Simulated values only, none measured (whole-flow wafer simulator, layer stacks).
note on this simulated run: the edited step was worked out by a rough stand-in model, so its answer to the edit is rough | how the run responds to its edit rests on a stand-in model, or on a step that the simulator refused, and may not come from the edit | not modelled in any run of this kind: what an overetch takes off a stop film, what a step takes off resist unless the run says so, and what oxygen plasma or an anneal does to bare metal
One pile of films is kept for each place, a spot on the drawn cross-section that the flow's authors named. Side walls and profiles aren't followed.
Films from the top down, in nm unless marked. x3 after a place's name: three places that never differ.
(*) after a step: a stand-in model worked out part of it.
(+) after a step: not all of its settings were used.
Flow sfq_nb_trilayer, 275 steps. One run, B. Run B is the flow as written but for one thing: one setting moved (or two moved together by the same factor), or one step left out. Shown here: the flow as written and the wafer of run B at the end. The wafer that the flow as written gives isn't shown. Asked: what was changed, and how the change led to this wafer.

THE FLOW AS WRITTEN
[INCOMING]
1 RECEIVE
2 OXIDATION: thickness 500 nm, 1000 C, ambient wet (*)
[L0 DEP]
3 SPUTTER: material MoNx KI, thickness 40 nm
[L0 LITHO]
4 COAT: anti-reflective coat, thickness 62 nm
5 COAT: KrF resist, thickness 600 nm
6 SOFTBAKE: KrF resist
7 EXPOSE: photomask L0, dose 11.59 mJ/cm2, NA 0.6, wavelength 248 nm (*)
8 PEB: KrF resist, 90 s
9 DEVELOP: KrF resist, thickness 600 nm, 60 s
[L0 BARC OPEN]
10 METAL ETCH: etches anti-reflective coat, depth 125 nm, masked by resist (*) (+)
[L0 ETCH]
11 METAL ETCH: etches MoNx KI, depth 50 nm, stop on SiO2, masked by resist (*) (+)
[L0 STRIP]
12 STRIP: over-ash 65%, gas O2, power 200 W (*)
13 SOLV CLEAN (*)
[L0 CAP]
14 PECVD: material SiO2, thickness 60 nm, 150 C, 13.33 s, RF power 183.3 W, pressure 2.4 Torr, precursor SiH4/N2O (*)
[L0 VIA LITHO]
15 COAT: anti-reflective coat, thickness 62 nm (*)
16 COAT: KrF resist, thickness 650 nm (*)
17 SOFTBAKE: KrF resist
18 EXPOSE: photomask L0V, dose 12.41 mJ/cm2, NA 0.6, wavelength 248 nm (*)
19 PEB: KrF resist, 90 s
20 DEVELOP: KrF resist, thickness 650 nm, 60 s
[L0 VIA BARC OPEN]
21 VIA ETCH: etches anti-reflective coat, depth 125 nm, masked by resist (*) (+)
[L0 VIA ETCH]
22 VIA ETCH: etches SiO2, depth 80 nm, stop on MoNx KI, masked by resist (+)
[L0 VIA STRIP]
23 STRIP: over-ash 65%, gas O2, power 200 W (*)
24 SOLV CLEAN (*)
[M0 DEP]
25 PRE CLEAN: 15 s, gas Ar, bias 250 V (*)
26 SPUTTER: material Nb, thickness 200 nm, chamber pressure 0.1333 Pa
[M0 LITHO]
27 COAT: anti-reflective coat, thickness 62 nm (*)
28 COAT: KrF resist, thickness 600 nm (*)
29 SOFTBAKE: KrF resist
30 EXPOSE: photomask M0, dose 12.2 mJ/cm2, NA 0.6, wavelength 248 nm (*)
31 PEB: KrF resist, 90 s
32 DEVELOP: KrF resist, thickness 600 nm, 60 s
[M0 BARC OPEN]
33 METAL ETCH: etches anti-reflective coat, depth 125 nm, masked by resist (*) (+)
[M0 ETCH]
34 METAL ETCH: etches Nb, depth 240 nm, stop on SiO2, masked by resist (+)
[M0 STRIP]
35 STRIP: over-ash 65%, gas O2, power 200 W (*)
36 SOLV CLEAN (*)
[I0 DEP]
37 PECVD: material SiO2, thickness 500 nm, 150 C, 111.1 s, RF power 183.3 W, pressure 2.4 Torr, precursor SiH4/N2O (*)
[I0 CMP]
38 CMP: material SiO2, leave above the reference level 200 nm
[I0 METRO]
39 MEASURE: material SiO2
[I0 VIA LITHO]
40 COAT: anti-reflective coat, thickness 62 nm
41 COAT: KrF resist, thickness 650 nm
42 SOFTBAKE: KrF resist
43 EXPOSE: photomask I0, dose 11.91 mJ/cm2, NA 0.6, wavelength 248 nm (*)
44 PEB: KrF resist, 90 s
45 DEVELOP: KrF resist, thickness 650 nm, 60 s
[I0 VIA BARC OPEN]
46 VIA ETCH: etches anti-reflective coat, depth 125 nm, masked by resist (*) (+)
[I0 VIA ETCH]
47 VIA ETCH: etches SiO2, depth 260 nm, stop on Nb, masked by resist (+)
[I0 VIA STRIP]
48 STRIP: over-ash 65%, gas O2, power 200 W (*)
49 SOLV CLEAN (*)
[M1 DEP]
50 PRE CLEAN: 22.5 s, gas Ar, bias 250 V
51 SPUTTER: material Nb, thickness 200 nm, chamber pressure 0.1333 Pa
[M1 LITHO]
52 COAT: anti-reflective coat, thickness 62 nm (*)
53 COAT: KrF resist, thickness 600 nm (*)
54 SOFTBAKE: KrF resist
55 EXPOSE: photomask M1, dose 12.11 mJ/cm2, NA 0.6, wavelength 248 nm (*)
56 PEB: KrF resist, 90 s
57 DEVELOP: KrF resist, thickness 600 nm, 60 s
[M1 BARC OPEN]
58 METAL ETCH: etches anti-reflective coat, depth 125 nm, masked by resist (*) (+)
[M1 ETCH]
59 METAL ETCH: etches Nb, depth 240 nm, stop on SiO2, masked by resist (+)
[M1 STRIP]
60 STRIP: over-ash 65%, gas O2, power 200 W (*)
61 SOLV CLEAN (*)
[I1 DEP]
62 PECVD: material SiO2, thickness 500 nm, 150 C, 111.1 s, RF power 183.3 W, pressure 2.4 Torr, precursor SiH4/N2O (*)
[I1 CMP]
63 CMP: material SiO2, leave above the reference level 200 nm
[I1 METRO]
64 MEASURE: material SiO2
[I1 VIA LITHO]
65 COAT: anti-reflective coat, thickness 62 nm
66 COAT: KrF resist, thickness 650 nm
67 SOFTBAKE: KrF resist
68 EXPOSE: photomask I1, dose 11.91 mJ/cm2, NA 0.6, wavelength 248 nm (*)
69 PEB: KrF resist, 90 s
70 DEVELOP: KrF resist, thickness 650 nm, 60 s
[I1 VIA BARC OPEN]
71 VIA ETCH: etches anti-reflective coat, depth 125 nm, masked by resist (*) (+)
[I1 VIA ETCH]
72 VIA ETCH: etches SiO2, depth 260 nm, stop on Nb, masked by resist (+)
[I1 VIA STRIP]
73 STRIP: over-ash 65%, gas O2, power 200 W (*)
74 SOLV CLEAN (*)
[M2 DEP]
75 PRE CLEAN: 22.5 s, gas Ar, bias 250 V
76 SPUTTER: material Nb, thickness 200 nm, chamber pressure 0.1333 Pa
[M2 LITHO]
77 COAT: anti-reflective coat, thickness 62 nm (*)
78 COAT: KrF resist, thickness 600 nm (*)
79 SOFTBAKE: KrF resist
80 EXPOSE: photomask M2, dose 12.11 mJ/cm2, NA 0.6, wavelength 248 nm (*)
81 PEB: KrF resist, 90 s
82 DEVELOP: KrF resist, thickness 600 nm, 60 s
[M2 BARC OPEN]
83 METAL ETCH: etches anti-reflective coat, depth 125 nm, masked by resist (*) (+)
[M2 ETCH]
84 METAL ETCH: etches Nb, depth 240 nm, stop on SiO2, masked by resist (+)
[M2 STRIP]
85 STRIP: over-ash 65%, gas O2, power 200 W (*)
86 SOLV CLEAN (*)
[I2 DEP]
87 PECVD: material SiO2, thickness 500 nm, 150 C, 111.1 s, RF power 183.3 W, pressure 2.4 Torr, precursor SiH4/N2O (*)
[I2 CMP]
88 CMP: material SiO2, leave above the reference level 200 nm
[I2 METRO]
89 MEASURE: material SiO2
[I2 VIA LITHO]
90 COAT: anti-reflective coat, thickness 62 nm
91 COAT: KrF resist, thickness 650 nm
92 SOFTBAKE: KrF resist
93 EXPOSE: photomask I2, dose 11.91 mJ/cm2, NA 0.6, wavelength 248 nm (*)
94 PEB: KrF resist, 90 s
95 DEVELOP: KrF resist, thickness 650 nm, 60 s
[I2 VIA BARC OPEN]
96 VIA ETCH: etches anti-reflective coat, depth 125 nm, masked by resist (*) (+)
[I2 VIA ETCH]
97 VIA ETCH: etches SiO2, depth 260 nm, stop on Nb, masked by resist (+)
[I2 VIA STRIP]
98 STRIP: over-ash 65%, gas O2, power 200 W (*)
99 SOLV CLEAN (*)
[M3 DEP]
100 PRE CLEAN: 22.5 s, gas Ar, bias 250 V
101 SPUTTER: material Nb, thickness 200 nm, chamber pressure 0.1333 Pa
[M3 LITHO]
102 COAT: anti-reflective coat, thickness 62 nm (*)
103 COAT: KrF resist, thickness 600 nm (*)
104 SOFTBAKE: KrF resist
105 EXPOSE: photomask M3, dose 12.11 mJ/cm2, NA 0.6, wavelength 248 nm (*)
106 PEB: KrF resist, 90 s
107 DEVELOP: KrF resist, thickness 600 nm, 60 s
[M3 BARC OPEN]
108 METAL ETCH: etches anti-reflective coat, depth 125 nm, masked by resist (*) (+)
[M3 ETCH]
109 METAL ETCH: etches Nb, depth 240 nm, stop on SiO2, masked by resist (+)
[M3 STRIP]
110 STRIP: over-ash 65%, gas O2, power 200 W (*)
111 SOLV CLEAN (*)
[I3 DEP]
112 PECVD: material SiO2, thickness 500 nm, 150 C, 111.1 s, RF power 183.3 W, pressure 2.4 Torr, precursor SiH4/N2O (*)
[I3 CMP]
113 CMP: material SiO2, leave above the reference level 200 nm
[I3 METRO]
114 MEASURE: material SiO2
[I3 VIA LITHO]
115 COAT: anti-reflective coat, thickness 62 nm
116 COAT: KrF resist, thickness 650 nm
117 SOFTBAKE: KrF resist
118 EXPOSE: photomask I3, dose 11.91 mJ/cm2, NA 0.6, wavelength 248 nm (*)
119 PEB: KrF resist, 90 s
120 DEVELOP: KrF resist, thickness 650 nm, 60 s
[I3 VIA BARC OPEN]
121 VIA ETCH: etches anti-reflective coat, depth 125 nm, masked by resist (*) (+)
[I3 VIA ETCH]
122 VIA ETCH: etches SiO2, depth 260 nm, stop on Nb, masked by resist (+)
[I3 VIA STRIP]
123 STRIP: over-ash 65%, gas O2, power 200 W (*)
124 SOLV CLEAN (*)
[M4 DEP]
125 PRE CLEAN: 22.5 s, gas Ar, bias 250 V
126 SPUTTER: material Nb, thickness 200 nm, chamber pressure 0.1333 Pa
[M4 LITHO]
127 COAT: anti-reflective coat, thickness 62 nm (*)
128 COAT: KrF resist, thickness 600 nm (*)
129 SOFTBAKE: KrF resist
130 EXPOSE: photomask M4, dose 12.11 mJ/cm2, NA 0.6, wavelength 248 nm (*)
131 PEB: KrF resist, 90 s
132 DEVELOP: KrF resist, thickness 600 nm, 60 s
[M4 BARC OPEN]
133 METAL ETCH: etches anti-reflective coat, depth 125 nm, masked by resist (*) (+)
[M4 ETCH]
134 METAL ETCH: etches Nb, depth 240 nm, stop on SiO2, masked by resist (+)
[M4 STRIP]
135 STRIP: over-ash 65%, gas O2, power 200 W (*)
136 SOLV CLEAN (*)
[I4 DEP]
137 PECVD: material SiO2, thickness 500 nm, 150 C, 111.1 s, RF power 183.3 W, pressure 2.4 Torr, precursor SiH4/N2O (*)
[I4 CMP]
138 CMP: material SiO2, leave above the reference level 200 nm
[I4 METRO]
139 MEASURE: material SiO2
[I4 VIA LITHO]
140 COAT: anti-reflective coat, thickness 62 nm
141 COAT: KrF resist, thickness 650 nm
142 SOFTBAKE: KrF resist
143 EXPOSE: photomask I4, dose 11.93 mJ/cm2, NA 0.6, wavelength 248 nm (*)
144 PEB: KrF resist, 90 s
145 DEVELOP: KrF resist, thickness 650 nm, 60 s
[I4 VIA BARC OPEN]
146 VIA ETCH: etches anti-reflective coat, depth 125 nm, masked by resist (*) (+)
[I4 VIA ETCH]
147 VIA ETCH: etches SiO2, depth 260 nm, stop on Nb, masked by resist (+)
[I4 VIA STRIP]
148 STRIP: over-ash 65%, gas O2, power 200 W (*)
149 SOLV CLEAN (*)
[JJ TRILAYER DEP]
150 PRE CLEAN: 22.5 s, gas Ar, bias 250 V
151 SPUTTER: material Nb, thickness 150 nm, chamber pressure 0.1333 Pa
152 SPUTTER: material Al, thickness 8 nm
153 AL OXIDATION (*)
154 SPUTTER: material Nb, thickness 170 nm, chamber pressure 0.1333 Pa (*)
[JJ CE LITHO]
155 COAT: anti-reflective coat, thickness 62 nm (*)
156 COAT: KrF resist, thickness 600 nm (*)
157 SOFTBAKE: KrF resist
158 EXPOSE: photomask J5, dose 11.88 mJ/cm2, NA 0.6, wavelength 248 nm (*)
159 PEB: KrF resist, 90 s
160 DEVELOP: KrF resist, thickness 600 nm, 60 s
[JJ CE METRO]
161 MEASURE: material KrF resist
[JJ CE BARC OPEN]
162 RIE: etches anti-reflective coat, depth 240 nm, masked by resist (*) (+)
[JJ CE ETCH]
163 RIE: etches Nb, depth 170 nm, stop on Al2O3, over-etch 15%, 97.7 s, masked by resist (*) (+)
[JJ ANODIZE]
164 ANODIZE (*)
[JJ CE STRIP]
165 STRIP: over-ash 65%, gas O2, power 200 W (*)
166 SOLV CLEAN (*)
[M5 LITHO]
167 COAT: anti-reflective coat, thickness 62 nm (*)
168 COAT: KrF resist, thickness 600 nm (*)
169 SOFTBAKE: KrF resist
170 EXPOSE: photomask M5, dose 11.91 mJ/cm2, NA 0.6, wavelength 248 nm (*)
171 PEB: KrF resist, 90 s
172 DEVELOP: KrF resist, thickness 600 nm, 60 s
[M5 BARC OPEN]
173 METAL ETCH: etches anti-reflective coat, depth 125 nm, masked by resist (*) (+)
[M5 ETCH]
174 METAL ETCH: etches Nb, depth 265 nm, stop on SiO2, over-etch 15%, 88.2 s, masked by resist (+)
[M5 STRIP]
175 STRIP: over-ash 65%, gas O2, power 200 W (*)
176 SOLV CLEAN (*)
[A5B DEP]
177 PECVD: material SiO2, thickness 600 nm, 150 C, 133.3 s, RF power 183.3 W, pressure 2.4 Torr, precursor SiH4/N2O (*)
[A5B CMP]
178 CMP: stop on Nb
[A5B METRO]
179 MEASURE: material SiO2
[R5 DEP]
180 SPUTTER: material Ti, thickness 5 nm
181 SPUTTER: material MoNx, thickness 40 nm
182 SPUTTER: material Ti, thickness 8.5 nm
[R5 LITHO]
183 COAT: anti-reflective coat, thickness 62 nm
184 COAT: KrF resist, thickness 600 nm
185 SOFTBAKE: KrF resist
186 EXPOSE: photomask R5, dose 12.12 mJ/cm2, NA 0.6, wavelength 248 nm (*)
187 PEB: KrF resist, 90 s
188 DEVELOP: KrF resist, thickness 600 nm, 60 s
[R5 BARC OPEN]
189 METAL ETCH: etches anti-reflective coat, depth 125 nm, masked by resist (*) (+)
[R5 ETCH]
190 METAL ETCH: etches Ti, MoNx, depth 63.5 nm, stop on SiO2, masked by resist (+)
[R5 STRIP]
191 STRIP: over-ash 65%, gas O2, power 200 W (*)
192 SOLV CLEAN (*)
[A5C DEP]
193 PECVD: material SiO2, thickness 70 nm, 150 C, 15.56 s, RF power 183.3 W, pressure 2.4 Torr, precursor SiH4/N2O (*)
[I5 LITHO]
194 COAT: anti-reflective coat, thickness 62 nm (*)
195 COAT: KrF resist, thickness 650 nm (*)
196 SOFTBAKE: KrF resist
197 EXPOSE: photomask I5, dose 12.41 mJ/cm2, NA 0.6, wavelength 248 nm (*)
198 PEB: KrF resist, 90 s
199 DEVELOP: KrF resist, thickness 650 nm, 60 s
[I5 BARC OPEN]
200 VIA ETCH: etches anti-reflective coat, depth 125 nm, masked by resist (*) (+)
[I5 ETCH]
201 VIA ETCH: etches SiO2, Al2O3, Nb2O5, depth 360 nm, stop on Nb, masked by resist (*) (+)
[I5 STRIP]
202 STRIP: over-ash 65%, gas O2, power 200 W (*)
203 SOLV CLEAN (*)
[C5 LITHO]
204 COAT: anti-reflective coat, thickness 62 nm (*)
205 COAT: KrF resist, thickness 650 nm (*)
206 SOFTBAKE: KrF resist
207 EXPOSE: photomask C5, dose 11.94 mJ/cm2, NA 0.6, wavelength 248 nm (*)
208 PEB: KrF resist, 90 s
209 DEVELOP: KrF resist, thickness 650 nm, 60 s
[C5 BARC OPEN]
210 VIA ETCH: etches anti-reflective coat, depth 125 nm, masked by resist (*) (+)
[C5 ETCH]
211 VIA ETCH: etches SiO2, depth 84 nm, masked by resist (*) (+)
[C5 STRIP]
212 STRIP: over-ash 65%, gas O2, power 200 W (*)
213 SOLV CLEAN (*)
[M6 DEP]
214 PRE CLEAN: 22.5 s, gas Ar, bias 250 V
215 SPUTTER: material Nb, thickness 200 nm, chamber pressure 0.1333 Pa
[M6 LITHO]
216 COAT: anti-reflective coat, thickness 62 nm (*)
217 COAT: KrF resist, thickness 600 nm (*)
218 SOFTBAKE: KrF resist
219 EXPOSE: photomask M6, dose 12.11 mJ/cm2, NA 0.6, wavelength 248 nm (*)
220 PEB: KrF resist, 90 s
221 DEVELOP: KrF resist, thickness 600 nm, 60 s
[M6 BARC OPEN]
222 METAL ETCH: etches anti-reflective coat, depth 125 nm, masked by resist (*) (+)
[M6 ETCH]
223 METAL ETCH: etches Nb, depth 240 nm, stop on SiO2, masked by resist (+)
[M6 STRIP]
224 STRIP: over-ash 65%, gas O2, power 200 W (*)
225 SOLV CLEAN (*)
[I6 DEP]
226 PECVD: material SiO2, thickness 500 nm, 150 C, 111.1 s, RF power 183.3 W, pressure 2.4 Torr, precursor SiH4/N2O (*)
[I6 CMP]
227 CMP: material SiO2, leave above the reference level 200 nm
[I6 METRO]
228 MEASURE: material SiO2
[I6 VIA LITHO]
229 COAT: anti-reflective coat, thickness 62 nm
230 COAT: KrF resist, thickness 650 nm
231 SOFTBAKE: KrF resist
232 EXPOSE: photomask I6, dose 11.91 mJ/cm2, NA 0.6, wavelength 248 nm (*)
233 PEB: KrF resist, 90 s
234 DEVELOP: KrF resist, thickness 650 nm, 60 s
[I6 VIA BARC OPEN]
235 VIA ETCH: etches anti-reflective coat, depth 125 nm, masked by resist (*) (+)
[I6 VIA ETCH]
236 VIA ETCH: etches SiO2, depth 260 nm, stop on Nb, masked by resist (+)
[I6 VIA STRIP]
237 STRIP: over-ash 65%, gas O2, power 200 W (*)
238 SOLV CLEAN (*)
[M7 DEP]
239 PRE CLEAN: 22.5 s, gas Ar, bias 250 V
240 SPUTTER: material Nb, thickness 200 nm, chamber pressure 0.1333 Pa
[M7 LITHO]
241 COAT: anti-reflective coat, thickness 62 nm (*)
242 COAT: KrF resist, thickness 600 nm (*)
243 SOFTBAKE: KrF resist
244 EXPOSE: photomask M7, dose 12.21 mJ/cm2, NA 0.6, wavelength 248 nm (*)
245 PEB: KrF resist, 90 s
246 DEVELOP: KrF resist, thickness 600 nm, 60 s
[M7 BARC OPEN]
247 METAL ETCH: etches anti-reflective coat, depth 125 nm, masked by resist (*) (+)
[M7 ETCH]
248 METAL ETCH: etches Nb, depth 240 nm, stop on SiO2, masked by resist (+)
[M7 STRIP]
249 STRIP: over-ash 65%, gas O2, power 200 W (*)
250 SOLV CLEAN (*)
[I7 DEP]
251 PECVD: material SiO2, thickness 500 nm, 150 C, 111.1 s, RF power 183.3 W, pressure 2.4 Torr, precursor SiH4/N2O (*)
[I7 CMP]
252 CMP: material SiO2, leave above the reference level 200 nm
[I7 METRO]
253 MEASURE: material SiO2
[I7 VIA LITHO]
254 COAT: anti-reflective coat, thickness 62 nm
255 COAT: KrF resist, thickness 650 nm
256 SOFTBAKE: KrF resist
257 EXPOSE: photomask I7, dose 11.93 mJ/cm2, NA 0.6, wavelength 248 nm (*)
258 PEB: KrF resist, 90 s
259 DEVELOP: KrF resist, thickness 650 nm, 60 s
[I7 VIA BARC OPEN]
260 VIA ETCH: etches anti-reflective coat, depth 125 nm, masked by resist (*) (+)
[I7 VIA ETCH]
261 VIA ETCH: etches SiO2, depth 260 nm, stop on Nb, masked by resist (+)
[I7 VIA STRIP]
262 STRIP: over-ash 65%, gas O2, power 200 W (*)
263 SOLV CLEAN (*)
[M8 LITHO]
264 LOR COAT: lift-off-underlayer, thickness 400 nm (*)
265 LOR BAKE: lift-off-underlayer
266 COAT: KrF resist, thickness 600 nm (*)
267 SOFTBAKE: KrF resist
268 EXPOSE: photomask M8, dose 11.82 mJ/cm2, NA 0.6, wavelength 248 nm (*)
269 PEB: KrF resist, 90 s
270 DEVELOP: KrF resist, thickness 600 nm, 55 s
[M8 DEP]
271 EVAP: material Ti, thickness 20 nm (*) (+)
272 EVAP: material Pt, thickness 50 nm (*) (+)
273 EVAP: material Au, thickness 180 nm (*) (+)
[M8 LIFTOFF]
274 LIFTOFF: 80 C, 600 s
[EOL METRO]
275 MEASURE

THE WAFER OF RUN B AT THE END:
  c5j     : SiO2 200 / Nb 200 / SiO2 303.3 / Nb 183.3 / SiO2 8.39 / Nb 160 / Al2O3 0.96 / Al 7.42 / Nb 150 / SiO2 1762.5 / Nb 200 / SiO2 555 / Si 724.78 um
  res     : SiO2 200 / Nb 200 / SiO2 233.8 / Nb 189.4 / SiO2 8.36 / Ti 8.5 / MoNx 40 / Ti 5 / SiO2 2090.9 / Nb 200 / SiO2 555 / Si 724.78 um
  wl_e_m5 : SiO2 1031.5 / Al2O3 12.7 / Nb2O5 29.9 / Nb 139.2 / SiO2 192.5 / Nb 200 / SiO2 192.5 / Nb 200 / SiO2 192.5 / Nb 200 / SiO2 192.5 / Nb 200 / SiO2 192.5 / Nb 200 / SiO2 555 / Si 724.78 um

The cause: step 193, PECVD: thickness 100 nm was run, where the flow has thickness 70 nm; step 193, PECVD: 22.24 s was run, where the flow has 15.56 s.

How the change led to this, step by step:
  193 PECVD: material SiO2, thickness 70 nm, 150 C, 15.56 s, RF power 183.3 W, pressure 2.4 Torr, precursor SiH4/N2O (*)
      field_l, v_sur, via_wl and 92 more: SiO2 +100 (as written it would be: SiO2 +70)
      ce_l, c5j, ce_r and 8 more: SiO2 +100 (new film) (as written it would be: SiO2 +70 (new film))
  201 VIA ETCH: etches SiO2, Al2O3, Nb2O5, depth 360 nm, stop on Nb, masked by resist (*) (+)
      be: SiO2 -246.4 (all of it), Al2O3 -12.7 (all of it), Nb2O5 -29.9 (all of it) (as written it would be: SiO2 -216.4 (all of it), Al2O3 -12.7 (all of it), Nb2O5 -29.9 (all of it))
  204 COAT: anti-reflective coat, thickness 62 nm (*)
      be: anti-reflective coat +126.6 (new film) (as written it would be: anti-reflective coat +122.2 (new film))
      be_sur: anti-reflective coat +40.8 (new film) (as written it would be: anti-reflective coat +41.8 (new film))
  205 COAT: KrF resist, thickness 650 nm (*)
      be: KrF resist +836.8 (new film) (as written it would be: KrF resist +815.3 (new film))
  211 VIA ETCH: etches SiO2, depth 84 nm, masked by resist (*) (+)
      c5j: SiO2 -84 (as written it would be: SiO2 -69.9 (all of it), Nb -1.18)
      res: SiO2 -84 (as written it would be: SiO2 -69.9 (all of it))
  212 STRIP: over-ash 65%, gas O2, power 200 W (*)
      be: KrF resist -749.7 (all of it), anti-reflective coat -126.6 (all of it) (as written it would be: KrF resist -728.2 (all of it), anti-reflective coat -122.2 (all of it))
      be_sur: KrF resist -557.8 (all of it), anti-reflective coat -40.8 (all of it) (as written it would be: KrF resist -559.6 (all of it), anti-reflective coat -41.8 (all of it))
  214 PRE CLEAN: 22.5 s, gas Ar, bias 250 V
      c5j: SiO2 -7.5 (as written it would be: Nb -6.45)
      res: SiO2 -7.5 (as written it would be: Ti -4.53)
  215 SPUTTER: material Nb, thickness 200 nm, chamber pressure 0.1333 Pa
      c5j: Nb +183.3 (new film) (as written it would be: Nb +188.4)
      be: Nb +140.7 (as written it would be: Nb +147.3)
  216 COAT: anti-reflective coat, thickness 62 nm (*)
      wire: anti-reflective coat +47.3 (new film) (as written it would be: anti-reflective coat +48.3 (new film))
      be: anti-reflective coat +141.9 (new film) (as written it would be: anti-reflective coat +136.7 (new film))
      (and at 6 more places)
  217 COAT: KrF resist, thickness 600 nm (*)
      be: KrF resist +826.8 (new film) (as written it would be: KrF resist +793.9 (new film))
  224 STRIP: over-ash 65%, gas O2, power 200 W (*)
      wire: KrF resist -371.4 (all of it), anti-reflective coat -47.3 (all of it) (as written it would be: KrF resist -369.8 (all of it), anti-reflective coat -48.3 (all of it))
      be: KrF resist -608.6 (all of it), anti-reflective coat -141.9 (all of it) (as written it would be: KrF resist -575.8 (all of it), anti-reflective coat -136.7 (all of it))
      (and at 6 more places)
  226 PECVD: material SiO2, thickness 500 nm, 150 C, 111.1 s, RF power 183.3 W, pressure 2.4 Torr, precursor SiH4/N2O (*)
      be: SiO2 +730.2 (new film) (as written it would be: SiO2 +693.5 (new film))
      c5j: SiO2 +533.8 (new film) (as written it would be: SiO2 +514.7 (new film))
  227 CMP: material SiO2, leave above the reference level 200 nm
      res: SiO2 -258.7 (as written it would be: SiO2 -279.4)
Counting metal films that touch as one body, c5j has 5 bodies (between them, from the top down: SiO2 303.3; SiO2 8.39; Al2O3 0.96; SiO2 1762.5); the flow as written gives 4 bodies (between them, from the top down: SiO2 284.2; Al2O3 0.96; SiO2 1762.5).
Counting metal films that touch as one body, res has 4 bodies (between them, from the top down: SiO2 233.8; SiO2 8.36; SiO2 2090.9); the flow as written gives 3 bodies (between them, from the top down: SiO2 213.1; SiO2 2090.9).
